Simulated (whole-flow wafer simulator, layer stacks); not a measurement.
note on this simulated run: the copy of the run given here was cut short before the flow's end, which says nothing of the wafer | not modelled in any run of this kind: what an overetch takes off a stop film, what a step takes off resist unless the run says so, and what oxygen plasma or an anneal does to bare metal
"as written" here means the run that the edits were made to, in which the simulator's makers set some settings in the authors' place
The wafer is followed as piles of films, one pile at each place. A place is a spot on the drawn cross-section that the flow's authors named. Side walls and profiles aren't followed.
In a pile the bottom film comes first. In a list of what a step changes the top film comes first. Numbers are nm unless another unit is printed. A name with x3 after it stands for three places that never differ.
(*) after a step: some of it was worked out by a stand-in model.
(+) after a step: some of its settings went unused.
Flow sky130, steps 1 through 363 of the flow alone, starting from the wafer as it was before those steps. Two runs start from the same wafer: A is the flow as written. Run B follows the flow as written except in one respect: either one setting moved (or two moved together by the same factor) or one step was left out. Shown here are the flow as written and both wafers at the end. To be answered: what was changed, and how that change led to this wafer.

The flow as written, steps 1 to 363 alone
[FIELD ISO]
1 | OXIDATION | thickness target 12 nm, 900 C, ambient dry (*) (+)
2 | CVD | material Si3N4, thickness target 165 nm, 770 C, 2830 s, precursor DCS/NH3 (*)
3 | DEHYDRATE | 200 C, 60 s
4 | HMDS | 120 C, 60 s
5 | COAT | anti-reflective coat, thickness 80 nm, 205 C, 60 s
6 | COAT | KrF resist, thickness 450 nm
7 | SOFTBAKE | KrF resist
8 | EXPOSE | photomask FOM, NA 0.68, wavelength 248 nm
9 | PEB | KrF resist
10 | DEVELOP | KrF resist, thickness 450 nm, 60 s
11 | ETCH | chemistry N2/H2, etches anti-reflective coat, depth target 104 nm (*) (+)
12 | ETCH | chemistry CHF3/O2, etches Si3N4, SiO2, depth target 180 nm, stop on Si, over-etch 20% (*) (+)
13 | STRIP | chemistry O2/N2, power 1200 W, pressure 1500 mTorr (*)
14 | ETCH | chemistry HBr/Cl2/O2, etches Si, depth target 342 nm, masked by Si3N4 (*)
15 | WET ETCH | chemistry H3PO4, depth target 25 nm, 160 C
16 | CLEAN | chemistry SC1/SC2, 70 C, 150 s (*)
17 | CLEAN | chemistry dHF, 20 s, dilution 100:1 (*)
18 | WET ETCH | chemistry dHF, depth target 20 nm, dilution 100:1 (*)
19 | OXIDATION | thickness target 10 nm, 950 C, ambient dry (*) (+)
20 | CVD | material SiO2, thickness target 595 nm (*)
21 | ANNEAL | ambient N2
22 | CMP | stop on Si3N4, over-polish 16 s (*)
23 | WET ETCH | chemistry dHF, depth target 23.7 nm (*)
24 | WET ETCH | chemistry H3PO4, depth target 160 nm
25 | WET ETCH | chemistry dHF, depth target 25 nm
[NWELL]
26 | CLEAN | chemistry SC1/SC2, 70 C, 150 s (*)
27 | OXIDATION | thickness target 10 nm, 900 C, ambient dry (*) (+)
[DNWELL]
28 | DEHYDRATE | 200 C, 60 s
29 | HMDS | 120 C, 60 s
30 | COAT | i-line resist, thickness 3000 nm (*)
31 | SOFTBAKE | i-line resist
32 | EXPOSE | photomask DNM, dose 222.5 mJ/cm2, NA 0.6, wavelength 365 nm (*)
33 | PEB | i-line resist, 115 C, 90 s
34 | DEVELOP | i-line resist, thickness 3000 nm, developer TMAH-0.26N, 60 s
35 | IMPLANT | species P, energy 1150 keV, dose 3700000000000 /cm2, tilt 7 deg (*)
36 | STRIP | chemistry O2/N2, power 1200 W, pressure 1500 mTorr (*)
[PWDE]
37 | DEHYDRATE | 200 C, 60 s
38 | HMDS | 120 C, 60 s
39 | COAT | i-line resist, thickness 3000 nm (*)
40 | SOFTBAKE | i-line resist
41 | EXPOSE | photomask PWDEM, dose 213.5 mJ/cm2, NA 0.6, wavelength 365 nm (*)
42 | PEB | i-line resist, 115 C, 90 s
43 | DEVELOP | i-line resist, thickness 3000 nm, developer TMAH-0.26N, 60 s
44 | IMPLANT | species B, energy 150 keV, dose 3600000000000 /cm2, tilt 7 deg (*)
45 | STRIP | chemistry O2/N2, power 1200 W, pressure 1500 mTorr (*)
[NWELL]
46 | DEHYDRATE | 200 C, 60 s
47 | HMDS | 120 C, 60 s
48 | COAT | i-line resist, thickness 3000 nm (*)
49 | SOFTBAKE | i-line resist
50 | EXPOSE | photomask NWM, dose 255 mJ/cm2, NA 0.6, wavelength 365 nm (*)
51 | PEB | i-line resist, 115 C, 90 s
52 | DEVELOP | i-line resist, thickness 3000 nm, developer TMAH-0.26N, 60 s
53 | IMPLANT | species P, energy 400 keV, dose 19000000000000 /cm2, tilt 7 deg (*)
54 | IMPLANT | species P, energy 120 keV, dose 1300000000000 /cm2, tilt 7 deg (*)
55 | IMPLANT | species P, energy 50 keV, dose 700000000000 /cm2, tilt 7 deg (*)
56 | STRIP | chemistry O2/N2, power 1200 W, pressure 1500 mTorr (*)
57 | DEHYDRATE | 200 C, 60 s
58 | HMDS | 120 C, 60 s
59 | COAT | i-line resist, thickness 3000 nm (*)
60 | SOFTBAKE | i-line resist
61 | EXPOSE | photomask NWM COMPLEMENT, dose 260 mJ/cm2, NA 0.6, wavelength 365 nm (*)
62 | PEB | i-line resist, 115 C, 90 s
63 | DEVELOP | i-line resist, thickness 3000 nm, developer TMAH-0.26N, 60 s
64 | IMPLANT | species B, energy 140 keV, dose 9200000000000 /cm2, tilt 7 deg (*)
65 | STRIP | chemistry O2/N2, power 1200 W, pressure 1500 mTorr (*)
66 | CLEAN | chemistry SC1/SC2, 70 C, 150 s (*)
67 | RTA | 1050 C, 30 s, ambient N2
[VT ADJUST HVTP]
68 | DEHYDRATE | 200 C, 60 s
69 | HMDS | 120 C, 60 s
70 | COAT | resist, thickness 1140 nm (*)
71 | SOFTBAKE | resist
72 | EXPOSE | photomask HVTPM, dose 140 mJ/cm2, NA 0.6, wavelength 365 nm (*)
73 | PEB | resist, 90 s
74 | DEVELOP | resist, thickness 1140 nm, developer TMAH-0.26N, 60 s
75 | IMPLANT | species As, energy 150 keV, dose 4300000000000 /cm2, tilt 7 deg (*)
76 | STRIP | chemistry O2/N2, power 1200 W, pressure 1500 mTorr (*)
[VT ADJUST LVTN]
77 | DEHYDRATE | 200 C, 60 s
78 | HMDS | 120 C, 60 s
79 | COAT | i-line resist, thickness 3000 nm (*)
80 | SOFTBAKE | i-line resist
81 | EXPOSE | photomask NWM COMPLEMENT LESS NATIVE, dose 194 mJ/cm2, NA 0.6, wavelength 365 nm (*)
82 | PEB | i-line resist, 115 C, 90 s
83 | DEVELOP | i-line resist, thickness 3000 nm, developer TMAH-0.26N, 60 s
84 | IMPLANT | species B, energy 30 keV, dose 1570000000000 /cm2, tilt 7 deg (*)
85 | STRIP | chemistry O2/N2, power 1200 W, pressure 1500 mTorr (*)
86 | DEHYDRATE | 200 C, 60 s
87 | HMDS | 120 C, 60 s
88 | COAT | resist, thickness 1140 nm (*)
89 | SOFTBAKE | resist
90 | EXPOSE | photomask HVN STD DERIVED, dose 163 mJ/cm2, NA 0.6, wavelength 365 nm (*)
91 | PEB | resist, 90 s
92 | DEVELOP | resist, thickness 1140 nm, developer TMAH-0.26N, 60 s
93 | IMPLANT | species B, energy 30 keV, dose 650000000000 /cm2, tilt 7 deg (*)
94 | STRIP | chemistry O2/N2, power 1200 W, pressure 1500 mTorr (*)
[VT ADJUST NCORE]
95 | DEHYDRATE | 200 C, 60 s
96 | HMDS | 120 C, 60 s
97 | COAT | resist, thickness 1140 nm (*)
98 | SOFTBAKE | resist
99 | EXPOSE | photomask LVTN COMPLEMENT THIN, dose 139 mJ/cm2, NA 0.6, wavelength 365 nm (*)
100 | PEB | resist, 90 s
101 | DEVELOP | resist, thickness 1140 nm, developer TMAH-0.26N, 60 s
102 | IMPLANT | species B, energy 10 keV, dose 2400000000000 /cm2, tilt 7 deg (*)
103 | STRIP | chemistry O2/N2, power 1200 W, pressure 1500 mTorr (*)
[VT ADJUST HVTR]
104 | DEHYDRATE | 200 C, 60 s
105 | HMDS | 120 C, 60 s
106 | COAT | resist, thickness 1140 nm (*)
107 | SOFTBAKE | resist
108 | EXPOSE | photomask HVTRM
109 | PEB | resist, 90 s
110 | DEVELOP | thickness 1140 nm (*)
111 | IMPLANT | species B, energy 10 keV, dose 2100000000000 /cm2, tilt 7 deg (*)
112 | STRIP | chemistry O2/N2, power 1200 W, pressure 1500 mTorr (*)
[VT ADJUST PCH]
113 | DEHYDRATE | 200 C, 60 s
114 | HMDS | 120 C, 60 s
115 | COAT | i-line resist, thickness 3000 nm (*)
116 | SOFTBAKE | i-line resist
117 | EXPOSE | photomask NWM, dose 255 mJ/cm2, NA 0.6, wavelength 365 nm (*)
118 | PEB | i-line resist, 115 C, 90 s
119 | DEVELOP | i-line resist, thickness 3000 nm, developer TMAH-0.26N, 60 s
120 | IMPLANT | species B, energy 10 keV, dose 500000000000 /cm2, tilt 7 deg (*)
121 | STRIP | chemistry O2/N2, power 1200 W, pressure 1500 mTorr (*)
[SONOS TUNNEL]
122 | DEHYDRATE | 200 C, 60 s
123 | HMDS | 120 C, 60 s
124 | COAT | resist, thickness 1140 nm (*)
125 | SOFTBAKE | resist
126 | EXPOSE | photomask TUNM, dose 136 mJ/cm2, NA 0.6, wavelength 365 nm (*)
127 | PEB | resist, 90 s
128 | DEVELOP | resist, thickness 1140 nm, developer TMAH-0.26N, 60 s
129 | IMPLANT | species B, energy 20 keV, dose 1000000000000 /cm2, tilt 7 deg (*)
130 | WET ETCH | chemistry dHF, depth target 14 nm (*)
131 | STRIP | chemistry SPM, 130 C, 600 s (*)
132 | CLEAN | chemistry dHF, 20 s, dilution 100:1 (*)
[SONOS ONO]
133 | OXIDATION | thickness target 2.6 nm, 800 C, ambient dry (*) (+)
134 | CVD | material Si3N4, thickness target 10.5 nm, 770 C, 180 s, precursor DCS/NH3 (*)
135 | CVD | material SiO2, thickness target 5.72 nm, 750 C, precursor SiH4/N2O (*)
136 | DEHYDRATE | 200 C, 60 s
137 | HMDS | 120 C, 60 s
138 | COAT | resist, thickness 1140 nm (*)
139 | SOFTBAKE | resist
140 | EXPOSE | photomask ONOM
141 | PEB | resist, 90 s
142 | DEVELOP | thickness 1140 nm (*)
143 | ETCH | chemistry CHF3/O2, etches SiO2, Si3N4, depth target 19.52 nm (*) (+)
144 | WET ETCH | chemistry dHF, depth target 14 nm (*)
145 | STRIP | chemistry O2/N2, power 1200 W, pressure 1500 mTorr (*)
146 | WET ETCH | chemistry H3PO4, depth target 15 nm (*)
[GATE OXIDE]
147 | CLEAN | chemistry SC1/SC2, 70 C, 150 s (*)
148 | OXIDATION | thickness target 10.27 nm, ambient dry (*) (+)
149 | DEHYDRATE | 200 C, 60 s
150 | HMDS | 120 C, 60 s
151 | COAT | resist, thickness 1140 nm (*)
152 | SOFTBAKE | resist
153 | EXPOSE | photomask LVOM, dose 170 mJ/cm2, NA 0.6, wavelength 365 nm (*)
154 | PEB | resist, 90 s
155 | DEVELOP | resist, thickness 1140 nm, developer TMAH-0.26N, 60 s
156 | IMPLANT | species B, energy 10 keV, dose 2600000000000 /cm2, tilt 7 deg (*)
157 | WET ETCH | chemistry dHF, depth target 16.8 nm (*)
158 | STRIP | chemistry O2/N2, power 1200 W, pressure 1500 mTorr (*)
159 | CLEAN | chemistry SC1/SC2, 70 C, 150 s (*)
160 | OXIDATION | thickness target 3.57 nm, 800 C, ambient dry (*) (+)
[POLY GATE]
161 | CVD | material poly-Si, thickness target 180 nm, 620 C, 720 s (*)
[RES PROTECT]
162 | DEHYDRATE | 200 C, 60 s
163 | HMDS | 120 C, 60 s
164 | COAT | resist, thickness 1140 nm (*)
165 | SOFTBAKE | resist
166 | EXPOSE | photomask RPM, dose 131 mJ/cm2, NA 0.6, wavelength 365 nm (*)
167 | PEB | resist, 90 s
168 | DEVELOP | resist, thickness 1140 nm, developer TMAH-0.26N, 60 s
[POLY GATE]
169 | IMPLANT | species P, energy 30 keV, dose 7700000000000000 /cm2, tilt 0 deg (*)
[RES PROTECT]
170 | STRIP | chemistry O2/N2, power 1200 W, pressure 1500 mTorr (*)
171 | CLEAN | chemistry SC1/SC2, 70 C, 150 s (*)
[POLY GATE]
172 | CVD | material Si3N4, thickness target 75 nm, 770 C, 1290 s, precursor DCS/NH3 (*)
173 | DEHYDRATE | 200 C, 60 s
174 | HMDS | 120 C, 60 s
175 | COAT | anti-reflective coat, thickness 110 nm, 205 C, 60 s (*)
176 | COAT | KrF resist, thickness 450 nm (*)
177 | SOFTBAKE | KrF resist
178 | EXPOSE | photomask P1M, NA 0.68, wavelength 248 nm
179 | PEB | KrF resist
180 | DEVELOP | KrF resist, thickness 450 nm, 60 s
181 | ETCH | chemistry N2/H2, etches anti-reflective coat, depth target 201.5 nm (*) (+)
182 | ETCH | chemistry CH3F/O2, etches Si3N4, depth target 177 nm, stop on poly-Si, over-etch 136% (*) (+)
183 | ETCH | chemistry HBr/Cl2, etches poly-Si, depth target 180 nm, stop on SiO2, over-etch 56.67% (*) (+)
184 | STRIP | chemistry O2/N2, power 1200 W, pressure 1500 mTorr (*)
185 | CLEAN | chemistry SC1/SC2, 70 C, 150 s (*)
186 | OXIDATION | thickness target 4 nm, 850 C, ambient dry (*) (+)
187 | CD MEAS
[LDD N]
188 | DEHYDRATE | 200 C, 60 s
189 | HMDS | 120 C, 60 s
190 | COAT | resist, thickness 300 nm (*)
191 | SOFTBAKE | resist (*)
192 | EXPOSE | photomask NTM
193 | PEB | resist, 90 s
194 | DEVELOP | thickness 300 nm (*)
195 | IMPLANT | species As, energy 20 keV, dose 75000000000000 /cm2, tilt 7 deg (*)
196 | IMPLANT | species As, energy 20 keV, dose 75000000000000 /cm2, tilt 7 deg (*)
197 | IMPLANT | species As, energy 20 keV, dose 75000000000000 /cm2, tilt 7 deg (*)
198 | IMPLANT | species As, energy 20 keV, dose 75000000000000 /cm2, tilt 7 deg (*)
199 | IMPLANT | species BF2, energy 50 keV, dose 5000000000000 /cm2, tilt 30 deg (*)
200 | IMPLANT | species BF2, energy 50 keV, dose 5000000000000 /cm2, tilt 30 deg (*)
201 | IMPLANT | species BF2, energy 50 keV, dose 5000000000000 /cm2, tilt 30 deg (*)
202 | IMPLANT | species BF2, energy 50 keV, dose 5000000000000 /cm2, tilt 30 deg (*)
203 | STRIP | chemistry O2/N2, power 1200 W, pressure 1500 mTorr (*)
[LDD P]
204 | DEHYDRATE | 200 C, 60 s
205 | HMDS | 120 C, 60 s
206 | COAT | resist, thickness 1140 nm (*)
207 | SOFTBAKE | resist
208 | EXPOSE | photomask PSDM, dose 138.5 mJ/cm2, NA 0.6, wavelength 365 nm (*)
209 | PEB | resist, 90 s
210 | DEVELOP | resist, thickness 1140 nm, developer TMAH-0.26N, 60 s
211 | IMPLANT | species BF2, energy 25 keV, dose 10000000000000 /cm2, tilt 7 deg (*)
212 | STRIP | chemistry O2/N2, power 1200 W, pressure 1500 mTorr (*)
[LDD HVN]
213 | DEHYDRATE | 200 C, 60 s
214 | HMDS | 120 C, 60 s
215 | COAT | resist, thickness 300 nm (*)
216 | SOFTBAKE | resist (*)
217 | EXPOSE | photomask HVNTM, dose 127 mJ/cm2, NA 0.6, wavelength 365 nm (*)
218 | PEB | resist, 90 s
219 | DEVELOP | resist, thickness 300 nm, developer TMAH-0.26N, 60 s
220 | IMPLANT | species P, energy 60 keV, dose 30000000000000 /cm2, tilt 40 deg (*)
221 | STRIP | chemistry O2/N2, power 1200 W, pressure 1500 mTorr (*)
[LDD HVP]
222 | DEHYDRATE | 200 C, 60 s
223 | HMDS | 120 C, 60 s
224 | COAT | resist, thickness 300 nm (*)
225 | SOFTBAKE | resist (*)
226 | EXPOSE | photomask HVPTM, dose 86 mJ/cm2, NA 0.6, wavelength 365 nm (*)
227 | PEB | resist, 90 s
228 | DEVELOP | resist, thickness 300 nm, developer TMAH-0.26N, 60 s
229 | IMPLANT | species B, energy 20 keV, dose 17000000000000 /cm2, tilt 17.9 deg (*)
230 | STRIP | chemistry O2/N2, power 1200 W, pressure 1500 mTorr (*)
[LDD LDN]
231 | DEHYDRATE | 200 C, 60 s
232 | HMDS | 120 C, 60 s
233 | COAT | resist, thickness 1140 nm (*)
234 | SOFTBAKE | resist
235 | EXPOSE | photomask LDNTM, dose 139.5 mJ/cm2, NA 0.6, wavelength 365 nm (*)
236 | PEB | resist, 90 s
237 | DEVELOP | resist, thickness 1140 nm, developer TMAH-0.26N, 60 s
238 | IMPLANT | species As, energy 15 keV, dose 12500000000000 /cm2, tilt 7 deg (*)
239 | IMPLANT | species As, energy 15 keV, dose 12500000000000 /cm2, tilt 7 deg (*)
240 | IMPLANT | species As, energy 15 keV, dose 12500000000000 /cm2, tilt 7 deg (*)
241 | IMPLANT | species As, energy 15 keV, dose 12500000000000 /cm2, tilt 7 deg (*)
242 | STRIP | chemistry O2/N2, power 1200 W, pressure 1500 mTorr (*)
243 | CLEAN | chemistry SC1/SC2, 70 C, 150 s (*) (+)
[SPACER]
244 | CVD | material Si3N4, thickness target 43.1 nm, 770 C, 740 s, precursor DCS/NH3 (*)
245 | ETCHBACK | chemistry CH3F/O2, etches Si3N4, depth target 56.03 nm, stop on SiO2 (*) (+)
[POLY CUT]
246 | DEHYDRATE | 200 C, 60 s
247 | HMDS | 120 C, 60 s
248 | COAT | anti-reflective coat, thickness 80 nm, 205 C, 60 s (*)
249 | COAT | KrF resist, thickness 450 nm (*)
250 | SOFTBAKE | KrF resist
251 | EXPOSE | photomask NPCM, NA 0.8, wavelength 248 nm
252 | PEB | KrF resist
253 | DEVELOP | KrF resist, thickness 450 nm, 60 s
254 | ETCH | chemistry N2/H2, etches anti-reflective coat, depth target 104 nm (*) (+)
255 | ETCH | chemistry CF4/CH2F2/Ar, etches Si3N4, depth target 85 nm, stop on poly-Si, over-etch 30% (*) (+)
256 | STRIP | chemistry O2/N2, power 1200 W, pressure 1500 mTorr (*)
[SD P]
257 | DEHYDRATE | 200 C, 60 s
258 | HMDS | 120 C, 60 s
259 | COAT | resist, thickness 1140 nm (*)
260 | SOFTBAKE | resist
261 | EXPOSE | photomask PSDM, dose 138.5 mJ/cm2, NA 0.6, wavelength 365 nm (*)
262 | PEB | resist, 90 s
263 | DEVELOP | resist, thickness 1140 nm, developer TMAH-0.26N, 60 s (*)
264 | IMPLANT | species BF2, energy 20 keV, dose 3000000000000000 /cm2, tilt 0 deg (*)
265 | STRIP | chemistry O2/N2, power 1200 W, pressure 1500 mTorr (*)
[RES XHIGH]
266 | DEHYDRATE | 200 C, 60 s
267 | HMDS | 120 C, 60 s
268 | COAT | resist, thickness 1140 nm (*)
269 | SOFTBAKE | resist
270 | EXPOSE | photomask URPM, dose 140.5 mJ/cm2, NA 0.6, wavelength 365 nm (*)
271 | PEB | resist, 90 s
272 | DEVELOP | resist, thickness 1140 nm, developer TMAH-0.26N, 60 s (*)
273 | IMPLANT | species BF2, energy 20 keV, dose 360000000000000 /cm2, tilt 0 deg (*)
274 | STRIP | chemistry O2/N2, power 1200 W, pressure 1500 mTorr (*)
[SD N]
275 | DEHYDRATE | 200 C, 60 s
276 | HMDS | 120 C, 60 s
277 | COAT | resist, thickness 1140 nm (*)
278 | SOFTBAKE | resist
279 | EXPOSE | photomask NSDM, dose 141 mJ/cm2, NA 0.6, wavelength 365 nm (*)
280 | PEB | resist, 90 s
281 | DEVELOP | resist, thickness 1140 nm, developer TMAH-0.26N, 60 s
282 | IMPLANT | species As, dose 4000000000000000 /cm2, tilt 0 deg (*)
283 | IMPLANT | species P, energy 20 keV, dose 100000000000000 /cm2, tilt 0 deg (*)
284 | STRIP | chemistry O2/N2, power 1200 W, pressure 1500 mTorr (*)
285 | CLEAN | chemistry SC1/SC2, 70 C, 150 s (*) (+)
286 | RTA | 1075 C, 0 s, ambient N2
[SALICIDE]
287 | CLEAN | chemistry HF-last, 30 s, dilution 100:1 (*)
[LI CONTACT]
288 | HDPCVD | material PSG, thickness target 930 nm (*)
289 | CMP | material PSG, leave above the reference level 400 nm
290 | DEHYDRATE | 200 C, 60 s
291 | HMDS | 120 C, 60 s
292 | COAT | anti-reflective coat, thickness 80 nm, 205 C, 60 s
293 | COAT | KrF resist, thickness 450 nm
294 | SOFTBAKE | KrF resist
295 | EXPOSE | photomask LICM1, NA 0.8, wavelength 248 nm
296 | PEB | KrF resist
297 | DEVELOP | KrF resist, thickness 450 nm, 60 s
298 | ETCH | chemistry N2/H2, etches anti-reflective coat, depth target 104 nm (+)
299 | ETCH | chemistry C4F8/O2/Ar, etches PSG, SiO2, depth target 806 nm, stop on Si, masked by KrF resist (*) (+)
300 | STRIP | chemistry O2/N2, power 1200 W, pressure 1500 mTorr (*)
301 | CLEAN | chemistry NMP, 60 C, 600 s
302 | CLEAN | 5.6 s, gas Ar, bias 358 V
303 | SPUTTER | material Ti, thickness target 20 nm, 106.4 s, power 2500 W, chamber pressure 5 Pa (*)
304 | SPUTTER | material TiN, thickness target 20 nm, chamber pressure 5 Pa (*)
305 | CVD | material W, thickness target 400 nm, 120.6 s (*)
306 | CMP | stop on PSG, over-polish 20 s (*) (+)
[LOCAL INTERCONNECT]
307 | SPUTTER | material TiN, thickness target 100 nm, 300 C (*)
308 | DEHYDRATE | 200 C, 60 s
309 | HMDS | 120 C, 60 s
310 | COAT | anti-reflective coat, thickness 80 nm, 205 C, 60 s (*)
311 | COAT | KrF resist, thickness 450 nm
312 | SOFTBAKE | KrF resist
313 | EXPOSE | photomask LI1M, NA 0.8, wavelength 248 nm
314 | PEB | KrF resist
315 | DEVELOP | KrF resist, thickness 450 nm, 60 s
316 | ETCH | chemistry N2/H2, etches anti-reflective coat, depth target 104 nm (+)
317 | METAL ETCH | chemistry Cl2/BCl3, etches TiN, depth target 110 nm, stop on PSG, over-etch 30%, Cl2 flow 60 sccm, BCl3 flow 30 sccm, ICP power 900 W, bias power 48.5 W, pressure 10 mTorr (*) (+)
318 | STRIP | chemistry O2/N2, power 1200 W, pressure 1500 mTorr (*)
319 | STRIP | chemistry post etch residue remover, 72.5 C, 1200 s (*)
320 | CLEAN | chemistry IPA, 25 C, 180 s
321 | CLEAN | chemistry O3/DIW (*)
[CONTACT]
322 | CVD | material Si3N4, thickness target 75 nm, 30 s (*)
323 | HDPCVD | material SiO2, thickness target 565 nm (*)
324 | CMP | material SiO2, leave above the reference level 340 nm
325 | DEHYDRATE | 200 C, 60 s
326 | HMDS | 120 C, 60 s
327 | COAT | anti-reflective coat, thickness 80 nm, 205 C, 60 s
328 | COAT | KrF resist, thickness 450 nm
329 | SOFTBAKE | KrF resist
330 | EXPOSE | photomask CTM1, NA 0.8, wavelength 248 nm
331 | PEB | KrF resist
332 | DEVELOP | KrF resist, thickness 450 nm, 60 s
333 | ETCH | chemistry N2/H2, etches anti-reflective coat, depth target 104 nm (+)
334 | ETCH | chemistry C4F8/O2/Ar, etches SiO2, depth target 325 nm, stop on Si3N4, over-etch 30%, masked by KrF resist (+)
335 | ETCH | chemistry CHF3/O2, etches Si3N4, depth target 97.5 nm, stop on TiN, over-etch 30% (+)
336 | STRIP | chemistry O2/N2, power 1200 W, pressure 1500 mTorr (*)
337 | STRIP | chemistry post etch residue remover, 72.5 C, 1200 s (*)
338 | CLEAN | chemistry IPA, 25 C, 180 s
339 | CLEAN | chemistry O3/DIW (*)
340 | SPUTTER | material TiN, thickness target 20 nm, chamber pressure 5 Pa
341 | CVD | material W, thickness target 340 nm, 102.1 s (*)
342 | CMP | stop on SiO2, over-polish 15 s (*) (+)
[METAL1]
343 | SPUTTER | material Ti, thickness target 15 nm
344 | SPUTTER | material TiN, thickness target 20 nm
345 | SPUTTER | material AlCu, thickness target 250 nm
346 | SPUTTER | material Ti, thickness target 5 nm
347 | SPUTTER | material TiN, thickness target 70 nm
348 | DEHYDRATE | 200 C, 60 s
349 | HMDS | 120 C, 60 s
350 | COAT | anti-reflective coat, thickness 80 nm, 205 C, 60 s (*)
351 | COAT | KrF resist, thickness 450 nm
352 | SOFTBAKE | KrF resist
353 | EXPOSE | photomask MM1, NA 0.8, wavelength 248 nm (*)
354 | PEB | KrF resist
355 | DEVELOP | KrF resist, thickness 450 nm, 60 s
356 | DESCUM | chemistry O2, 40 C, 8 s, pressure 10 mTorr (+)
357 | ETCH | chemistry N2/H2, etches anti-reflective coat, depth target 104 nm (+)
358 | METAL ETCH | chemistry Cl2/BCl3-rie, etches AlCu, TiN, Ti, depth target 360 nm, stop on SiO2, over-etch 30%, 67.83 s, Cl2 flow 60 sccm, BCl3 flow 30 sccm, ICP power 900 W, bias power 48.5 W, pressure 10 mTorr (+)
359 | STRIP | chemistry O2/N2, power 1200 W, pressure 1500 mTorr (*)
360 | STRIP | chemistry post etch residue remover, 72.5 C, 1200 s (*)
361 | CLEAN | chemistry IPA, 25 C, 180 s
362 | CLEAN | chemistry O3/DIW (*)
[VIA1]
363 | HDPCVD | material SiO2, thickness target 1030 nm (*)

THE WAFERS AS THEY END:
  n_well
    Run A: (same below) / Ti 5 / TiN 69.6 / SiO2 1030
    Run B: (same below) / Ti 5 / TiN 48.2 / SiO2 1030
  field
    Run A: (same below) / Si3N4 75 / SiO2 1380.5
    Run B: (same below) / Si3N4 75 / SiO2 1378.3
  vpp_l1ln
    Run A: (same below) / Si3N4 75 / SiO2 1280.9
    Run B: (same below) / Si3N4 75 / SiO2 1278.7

Cause: step 347, SPUTTER: thickness target 48.6 nm was run, though the flow has thickness target 70 nm.

Step by step, how the change led to this:
  347 | SPUTTER | material TiN, thickness target 70 nm
      field, active, n_well and 188 more: A +70 TiN (new film) | B +48.6 TiN (new film)
  358 | METAL ETCH | chemistry Cl2/BCl3-rie, etches AlCu, TiN, Ti, depth target 360 nm, stop on SiO2, over-etch 30%, 67.83 s, Cl2 flow 60 sccm, BCl3 flow 30 sccm, ICP power 900 W, bias power 48.5 W, pressure 10 mTorr (+)
      field, active, gate and 81 more: A -68.7 TiN (all of it), -5 Ti (all of it), -250 AlCu (all of it), -20 TiN (all of it), -15 Ti (all of it), -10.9 SiO2 | B -47.3 TiN (all of it), -5 Ti (all of it), -250 AlCu (all of it), -20 TiN (all of it), -15 Ti (all of it), -13.1 SiO2
